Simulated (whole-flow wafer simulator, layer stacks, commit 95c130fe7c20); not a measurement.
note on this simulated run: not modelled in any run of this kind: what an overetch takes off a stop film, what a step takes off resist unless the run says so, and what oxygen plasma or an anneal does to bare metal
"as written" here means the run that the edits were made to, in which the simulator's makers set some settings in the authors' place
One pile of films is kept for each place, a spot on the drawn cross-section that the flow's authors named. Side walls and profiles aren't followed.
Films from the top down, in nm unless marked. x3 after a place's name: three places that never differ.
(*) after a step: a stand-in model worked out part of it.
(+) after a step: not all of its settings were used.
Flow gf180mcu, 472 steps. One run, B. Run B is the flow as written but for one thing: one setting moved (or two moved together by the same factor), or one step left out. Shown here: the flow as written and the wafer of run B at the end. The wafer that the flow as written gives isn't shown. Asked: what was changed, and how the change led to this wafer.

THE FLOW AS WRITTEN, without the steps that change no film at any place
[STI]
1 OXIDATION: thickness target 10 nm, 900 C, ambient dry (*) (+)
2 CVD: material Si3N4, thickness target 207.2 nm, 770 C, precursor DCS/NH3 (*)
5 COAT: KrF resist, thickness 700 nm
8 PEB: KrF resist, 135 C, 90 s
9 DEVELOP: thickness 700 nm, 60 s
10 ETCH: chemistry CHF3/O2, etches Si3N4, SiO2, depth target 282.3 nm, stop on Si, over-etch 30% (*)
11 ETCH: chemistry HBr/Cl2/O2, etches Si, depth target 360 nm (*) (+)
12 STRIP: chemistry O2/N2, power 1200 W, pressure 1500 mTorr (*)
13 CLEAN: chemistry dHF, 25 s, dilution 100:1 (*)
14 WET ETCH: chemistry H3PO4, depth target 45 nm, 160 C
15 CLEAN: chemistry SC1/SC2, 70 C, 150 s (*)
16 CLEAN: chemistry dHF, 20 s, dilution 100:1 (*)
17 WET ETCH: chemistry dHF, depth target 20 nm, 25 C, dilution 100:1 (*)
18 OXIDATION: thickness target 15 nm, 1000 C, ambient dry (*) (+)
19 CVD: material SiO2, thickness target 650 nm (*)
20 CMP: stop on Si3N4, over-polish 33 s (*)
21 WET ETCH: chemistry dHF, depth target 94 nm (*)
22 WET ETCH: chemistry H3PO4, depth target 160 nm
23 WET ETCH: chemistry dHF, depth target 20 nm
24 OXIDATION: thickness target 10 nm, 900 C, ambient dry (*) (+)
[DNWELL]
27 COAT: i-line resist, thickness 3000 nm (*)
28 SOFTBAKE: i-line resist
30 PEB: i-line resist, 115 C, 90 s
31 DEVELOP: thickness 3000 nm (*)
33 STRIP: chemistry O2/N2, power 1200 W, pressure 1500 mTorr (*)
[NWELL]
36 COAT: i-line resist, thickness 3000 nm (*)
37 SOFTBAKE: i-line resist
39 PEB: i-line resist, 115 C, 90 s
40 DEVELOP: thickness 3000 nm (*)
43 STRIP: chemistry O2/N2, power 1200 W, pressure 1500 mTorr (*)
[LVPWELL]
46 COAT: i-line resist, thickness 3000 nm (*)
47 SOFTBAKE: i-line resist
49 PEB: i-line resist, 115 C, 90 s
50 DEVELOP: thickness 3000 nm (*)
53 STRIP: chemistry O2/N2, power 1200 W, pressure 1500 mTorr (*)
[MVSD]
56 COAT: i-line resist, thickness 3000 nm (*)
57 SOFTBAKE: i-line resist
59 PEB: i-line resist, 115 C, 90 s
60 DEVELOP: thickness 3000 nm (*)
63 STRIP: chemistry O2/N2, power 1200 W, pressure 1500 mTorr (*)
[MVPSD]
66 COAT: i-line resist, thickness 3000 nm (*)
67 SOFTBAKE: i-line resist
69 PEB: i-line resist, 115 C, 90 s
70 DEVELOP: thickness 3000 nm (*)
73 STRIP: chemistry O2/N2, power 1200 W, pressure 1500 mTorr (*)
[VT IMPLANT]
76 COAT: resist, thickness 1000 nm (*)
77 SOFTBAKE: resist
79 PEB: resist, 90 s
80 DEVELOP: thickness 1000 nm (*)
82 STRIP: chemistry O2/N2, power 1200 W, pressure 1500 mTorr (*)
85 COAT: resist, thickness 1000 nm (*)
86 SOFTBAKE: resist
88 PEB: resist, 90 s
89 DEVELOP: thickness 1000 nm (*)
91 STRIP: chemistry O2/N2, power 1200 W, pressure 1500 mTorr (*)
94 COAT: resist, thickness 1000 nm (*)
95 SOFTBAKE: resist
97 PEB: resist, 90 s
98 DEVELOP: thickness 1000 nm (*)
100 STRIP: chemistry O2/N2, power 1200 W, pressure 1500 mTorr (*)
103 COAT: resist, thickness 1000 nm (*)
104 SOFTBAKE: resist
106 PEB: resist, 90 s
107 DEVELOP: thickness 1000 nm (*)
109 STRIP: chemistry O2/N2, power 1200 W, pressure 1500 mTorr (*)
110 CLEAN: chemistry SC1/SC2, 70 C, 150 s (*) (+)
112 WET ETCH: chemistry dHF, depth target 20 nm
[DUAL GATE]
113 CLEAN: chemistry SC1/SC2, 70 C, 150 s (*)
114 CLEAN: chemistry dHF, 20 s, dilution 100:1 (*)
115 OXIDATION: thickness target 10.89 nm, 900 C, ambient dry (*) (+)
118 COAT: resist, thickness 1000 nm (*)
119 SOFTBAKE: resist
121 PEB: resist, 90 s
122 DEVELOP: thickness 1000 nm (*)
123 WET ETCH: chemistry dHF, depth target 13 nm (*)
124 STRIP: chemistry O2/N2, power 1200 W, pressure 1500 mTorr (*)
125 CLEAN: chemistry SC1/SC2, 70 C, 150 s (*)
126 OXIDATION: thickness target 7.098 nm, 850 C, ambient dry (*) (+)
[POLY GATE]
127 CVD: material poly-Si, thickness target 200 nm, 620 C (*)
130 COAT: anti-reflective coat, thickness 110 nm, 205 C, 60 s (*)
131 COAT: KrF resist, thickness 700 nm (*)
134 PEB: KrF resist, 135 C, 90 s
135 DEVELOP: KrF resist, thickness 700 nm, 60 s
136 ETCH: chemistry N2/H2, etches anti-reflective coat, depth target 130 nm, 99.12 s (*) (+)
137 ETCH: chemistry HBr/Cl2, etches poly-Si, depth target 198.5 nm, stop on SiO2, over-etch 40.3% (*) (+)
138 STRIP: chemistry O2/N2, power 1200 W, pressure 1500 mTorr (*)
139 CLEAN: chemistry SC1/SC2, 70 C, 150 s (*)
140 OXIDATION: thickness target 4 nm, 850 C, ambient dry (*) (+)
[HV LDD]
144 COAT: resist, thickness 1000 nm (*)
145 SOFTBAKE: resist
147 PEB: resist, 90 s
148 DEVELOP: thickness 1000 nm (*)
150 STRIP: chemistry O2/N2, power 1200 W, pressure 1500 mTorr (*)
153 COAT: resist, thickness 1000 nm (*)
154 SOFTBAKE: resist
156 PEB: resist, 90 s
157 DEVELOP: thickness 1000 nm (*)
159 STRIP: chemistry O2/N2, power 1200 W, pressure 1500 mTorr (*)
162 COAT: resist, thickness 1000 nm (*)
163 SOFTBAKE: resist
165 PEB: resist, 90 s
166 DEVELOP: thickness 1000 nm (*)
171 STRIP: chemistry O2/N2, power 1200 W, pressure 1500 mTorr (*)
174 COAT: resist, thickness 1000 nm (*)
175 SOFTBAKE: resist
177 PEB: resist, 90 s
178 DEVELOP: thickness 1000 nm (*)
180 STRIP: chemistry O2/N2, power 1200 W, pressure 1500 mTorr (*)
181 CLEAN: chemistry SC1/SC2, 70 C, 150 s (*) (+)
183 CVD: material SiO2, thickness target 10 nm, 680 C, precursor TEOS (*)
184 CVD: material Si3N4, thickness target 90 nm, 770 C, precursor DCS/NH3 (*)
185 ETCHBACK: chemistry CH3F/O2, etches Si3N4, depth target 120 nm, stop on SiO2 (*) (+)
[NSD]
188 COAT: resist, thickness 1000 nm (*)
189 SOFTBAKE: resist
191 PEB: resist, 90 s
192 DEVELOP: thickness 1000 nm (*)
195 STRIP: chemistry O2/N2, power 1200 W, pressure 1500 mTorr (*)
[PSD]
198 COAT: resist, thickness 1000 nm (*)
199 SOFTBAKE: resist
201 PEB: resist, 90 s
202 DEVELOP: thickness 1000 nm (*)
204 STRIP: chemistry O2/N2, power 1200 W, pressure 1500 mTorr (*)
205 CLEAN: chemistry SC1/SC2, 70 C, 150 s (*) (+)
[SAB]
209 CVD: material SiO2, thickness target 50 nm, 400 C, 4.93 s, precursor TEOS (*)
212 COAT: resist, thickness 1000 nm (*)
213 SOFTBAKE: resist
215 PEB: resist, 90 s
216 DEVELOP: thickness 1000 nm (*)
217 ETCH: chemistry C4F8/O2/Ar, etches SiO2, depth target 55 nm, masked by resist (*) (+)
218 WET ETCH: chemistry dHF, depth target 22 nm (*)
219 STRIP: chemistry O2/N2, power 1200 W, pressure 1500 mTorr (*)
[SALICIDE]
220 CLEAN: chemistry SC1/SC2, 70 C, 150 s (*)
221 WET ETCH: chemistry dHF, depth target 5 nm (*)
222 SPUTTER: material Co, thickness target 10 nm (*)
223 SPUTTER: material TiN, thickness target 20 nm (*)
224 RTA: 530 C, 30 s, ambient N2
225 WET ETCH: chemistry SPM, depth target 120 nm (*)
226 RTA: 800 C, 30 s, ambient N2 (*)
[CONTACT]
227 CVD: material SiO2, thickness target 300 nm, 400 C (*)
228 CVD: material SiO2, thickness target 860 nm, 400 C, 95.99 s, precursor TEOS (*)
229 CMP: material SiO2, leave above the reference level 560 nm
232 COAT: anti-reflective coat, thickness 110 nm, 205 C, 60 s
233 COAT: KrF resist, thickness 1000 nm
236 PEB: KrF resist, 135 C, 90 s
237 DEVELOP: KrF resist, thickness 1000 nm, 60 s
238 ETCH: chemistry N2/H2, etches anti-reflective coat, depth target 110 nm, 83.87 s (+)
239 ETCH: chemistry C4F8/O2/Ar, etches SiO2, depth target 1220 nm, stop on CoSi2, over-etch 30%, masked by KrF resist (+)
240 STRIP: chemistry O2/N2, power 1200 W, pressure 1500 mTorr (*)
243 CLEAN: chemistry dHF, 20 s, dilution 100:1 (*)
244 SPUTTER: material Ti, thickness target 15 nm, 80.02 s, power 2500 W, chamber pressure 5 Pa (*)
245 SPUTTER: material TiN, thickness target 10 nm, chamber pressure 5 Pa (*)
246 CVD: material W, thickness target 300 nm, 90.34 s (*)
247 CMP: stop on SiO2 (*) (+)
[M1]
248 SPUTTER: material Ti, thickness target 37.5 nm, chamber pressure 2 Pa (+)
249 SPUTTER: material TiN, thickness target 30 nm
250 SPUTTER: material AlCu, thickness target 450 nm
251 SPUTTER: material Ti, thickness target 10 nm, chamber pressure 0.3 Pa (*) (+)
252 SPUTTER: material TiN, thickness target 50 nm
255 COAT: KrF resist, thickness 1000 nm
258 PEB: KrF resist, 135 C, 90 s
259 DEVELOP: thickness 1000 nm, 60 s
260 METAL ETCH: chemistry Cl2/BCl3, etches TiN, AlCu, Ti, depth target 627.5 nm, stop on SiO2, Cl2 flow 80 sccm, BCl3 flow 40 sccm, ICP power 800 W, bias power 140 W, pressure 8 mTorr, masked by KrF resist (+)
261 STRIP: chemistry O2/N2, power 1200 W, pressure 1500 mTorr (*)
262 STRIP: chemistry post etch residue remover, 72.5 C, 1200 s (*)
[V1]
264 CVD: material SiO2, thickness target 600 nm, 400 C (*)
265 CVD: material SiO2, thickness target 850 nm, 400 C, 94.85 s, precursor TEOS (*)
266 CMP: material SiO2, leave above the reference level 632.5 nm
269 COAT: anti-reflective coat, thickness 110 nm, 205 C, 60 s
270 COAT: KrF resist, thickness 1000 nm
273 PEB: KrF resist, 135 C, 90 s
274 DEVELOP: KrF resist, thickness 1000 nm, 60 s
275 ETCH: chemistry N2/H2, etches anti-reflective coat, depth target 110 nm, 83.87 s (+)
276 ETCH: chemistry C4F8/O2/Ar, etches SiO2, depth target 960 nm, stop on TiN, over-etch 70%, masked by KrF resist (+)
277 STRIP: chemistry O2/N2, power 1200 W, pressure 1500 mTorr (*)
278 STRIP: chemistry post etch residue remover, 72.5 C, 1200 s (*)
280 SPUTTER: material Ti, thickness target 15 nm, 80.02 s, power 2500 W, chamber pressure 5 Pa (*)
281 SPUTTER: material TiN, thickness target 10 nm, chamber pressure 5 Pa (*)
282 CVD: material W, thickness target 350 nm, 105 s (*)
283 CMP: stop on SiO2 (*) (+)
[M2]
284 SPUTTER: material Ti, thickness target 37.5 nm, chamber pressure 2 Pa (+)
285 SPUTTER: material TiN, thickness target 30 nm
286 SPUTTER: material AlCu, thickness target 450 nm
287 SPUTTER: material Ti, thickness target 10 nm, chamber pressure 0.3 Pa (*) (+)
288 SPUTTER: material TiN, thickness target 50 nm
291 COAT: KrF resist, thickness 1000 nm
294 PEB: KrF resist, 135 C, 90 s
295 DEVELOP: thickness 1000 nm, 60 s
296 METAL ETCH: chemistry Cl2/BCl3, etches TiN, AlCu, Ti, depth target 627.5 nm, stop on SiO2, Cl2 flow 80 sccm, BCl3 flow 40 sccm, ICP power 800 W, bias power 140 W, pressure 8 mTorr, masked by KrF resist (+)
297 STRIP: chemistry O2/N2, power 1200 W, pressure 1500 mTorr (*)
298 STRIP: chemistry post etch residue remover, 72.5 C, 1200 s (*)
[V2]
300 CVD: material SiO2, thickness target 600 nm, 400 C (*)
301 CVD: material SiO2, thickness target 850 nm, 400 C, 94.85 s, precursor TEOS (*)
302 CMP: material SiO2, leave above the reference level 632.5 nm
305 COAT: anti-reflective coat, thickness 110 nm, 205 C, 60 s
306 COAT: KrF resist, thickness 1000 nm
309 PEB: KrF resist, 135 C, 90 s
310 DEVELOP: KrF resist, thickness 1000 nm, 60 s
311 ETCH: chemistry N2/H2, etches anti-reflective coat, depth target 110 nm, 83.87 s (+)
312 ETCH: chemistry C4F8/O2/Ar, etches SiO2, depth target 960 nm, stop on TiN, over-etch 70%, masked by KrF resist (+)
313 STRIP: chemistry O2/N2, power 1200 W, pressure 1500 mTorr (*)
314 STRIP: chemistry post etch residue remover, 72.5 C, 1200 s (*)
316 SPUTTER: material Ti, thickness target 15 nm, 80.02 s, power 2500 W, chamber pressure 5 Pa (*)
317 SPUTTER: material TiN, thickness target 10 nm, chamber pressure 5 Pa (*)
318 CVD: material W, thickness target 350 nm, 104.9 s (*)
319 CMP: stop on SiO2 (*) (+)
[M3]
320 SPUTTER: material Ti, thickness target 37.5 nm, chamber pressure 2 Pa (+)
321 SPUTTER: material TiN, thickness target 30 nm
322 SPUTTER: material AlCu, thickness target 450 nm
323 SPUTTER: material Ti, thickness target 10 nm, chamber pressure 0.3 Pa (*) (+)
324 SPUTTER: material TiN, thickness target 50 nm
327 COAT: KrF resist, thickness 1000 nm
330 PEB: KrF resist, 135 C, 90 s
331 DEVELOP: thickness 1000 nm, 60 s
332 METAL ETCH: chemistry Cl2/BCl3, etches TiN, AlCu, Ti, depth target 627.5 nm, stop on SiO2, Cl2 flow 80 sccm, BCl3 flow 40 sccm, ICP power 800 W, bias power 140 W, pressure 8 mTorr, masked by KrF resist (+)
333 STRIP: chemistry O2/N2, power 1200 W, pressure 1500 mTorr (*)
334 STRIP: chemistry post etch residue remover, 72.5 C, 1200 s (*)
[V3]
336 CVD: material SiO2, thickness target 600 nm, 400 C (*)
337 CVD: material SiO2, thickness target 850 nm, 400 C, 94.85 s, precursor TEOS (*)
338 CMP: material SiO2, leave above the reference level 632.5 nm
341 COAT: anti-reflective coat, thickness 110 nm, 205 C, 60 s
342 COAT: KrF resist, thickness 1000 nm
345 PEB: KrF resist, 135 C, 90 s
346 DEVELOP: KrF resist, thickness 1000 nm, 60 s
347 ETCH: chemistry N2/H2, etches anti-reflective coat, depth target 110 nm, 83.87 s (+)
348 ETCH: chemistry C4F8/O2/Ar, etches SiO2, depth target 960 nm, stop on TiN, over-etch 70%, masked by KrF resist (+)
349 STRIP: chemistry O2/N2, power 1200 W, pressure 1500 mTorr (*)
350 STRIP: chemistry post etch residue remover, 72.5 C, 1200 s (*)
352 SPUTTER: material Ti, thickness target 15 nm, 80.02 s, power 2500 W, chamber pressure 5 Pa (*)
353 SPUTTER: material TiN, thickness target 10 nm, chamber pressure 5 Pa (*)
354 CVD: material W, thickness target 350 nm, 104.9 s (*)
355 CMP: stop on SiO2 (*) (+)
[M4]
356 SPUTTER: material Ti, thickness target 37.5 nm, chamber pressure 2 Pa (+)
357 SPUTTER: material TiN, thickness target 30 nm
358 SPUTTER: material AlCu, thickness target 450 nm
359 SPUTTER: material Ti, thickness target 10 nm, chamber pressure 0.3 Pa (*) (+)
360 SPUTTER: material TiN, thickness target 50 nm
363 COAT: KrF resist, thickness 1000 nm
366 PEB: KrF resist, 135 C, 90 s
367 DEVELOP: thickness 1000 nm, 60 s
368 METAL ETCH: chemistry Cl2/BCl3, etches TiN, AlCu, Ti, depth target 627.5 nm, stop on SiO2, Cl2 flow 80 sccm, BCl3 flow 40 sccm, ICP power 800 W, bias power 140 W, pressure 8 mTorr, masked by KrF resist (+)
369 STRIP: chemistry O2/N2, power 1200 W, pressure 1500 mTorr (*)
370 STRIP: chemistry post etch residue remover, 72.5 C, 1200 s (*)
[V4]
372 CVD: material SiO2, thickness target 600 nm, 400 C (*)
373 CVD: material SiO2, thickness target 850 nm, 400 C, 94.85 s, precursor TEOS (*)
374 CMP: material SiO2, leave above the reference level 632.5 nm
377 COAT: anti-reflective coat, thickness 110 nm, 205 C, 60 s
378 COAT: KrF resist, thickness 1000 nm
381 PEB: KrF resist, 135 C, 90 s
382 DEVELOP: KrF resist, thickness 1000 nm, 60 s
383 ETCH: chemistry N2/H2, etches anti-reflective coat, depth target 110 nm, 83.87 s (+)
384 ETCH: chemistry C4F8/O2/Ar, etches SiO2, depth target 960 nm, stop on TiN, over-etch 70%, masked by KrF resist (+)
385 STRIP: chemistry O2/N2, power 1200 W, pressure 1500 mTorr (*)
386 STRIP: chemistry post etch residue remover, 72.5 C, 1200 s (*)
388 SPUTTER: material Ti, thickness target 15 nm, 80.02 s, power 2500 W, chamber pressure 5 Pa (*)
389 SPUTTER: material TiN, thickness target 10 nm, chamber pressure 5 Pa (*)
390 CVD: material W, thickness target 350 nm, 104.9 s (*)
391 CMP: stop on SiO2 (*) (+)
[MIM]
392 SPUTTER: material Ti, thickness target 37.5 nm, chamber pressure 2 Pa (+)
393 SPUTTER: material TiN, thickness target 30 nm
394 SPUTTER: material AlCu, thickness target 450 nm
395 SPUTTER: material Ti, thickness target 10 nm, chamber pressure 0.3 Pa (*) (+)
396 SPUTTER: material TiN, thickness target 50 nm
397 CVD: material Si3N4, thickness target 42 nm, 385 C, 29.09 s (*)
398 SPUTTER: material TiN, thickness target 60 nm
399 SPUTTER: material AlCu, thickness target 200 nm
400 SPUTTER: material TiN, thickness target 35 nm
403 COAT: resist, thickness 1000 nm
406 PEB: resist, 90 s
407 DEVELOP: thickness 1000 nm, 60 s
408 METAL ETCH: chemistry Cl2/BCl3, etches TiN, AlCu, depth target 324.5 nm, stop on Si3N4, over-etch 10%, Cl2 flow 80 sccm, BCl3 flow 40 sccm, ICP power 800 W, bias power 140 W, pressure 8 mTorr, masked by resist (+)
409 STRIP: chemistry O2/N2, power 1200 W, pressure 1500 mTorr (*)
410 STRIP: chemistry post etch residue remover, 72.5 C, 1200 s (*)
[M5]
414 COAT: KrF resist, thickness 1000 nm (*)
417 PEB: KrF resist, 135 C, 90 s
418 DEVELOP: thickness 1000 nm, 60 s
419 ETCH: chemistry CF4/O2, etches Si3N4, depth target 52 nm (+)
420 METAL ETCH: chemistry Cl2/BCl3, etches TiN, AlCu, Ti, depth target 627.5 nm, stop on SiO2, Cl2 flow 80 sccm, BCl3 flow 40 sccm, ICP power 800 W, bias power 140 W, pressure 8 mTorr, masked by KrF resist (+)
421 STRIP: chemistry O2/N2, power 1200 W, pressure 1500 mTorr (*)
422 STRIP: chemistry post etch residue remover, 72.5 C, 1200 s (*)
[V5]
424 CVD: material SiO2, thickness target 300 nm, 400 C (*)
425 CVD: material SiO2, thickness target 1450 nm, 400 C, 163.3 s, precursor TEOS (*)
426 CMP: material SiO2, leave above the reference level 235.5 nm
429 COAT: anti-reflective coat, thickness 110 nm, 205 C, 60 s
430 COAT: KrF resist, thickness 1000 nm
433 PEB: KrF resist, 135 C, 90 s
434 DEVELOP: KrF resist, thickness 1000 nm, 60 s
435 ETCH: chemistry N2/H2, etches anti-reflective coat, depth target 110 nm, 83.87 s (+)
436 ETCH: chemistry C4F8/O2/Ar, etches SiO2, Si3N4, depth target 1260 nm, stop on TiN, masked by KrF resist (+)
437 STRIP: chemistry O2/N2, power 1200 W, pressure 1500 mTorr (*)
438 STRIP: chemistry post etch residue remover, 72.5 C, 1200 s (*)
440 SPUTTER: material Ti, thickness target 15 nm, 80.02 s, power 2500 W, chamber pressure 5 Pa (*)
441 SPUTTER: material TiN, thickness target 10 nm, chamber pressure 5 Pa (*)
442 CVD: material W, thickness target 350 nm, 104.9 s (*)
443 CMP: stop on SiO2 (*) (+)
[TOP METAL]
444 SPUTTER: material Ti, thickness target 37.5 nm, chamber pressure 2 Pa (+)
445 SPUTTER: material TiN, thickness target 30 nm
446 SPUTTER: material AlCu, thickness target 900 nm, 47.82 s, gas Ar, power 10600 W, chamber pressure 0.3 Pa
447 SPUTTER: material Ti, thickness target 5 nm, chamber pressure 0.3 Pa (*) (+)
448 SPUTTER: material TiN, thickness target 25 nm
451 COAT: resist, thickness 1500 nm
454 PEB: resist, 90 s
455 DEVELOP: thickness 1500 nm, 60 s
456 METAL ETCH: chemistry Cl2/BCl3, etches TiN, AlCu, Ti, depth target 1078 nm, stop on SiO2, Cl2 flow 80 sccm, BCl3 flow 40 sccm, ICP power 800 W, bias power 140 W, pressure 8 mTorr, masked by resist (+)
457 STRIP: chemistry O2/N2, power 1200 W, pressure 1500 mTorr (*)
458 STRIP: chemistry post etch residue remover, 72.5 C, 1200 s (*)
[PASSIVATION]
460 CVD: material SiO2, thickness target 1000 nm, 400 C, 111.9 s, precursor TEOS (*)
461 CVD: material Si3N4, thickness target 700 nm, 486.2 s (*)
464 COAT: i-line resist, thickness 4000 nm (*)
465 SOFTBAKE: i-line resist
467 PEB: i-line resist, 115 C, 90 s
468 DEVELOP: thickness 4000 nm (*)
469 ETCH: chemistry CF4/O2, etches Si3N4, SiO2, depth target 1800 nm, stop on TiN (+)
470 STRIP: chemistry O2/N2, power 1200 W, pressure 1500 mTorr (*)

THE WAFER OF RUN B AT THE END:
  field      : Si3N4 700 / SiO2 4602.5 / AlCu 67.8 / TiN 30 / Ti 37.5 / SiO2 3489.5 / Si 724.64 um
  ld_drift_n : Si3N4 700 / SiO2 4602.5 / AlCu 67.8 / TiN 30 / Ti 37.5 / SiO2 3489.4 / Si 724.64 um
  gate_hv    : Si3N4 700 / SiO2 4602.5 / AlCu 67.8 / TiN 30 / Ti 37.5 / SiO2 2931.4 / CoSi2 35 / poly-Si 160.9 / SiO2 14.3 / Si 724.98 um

The cause: step 324, SPUTTER: thickness target 33.5 nm was run, where the flow has thickness target 50 nm; step 332, METAL ETCH: depth target 420 nm was run, where the flow has depth target 627.5 nm.

How the change led to this, step by step:
  324 SPUTTER: material TiN, thickness target 50 nm
      field, field__w1, field__w2 and 108 more: TiN +33.5 (new film) (as written it would be: TiN +50 (new film))
  332 METAL ETCH: chemistry Cl2/BCl3, etches TiN, AlCu, Ti, depth target 627.5 nm, stop on SiO2, Cl2 flow 80 sccm, BCl3 flow 40 sccm, ICP power 800 W, bias power 140 W, pressure 8 mTorr, masked by KrF resist (+)
      field, field__w1, field__w2 and 103 more: TiN -33.5 (all of it), Ti -10 (all of it), AlCu -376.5 (as written it would be: TiN -50 (all of it), Ti -10 (all of it), AlCu -450 (all of it), TiN -30 (all of it), Ti -37.5 (all of it))
      field__w8, contact, m1, m1__w1, m1_nw: KrF resist -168 (as written it would be: KrF resist -251)
  333 STRIP: chemistry O2/N2, power 1200 W, pressure 1500 mTorr (*)
      field__w8, contact, m1, m1__w1, m1_nw: KrF resist -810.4 (all of it) (as written it would be: KrF resist -727.4 (all of it))
  334 STRIP: chemistry post etch residue remover, 72.5 C, 1200 s (*)
      field, field__w1, field__w2 and 103 more: AlCu -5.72 (as written it would be: nothing)
  336 CVD: material SiO2, thickness target 600 nm, 400 C (*)
      field, field__w1, field__w2 and 103 more: SiO2 +600 (new film) (as written it would be: SiO2 +600)
  338 CMP: material SiO2, leave above the reference level 632.5 nm
      field, field__w1, field__w2 and 103 more: SiO2 -435.3 (as written it would be: SiO2 -300)
  348 ETCH: chemistry C4F8/O2/Ar, etches SiO2, depth target 960 nm, stop on TiN, over-etch 70%, masked by KrF resist (+)
      contact: SiO2 -588.6 (all of it) (as written it would be: SiO2 -572.1 (all of it))
Counting metal films that touch as one body, field has 1 body; the flow as written gives 0 bodies.
Counting metal films that touch as one body, ld_drift_n has 1 body; the flow as written gives 0 bodies.
Counting metal films that touch as one body, gate_hv has 2 bodies (between them, from the top down: SiO2 2931.4); the flow as written gives 1 body.
